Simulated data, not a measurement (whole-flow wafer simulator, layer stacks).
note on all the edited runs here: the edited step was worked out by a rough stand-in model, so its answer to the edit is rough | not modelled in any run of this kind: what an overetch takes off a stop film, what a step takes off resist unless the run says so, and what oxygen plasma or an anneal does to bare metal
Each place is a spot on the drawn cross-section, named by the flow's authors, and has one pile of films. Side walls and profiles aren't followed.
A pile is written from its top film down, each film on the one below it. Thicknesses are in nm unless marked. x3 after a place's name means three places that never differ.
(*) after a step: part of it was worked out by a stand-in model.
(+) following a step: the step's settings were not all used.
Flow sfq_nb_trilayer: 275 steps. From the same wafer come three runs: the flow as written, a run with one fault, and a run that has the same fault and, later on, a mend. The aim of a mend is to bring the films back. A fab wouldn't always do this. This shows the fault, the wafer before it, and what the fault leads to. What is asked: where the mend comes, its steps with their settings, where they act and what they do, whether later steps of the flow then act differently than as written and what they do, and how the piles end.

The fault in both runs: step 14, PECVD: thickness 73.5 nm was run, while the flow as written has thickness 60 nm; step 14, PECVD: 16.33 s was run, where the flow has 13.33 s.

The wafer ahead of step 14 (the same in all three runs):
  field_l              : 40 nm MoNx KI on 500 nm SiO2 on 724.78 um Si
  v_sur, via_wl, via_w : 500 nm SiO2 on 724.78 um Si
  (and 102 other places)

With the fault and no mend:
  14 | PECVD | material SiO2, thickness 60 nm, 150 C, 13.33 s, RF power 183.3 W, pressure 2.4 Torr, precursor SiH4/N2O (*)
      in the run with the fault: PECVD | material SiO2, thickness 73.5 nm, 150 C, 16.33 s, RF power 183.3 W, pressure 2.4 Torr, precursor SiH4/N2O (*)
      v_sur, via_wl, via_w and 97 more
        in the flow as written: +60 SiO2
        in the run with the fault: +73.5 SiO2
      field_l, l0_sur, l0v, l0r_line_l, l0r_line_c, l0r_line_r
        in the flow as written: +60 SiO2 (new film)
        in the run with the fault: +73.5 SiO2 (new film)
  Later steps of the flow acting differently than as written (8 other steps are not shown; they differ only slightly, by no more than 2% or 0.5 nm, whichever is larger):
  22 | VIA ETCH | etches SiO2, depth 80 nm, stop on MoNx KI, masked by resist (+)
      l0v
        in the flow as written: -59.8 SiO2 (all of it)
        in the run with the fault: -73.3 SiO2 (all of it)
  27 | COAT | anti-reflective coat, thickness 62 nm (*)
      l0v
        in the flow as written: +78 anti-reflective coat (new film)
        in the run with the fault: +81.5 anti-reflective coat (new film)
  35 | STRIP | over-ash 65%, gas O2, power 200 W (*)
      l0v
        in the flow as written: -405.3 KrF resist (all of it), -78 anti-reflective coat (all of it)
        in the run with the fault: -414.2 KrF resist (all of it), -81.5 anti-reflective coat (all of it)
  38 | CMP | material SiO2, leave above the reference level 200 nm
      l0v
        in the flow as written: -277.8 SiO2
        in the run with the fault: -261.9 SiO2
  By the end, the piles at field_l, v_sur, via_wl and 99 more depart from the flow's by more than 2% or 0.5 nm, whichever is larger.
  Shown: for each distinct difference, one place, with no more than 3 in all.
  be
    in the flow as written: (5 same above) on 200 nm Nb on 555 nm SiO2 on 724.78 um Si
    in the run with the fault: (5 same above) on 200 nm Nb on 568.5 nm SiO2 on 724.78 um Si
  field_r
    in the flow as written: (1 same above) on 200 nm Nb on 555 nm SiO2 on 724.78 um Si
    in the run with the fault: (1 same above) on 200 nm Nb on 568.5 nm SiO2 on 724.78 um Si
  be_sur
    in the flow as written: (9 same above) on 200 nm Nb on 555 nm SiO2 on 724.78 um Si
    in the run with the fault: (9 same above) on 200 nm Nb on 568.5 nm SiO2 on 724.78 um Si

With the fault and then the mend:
  The mend follows step 20.
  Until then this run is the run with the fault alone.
  20a | STRIP | over-ash 65%, gas O2, power 200 W (*)
      p4_fl x3, p4_w1 x9, p4_g1 x2 and 59 more
        -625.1 KrF resist (all of it), -62 anti-reflective coat (all of it)
      jj_sur, ce_l, c5j, ce_r, sp_r, be_r, r_sur
        -632 KrF resist (all of it), -63.7 anti-reflective coat (all of it)
      wire, field_r
        -632.5 KrF resist (all of it), -63.8 anti-reflective coat (all of it)
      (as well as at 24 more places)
  20b | VIA ETCH | etches SiO2, depth 13.5 nm
      field_l, v_sur, via_wl and 103 more
        -13.5 SiO2
  20c | COAT | anti-reflective coat, thickness 62 nm (*) (the flow's step 15, run once more)
      p4_fl x3, p4_w1 x9, p4_g1 x2 and 59 more
        +62 anti-reflective coat (new film)
      be_sur, gap, jj_sur and 8 more
        +63.7 anti-reflective coat (new film)
      wire, be, moat, field_r, lsp_l
        +63.8 anti-reflective coat (new film)
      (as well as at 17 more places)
  20d | COAT | KrF resist, thickness 650 nm (*) (the flow's step 16, run once more)
      p4_fl x3, p4_w1 x9, p4_g1 x2 and 59 more
        +650 KrF resist (new film)
      ce_l, c5j, ce_r, sp_r, be_r, r_sur
        +656.9 KrF resist (new film)
      gap, jj_sur, res
        +657 KrF resist (new film)
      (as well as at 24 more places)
  20e | SOFTBAKE | KrF resist (the flow's step 17, run once more)
      alters no film at any place that is followed
  20f | EXPOSE | photomask L0V, dose 12.41 mJ/cm2, NA 0.6, wavelength 248 nm (*) (the flow's step 18, run once more)
      alters no film at any place that is followed
  20g | PEB | KrF resist, 90 s (the flow's step 19, run once more)
      p4_fl x3, p4_w1 x9, p4_g1 x2 and 59 more
        -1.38 KrF resist
      via_v, wire, be and 15 more
        -1.39 KrF resist
      v_sur, via_w, via_wr, via_sp, lsp_m, ln_m6, lsp_r
        -1.4 KrF resist
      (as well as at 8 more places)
  20h | DEVELOP | KrF resist, thickness 650 nm, 60 s (the flow's step 20, run once more)
      field_l, v_sur, via_wl and 102 more
        -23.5 KrF resist
      l0v
        -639 KrF resist (all of it)
  None of the later steps of the flow differs from how it acts as written, at any place that is followed, by more than 2% or 0.5 nm, whichever is larger.
  By the end, the piles equal the flow's at every place that both follow.
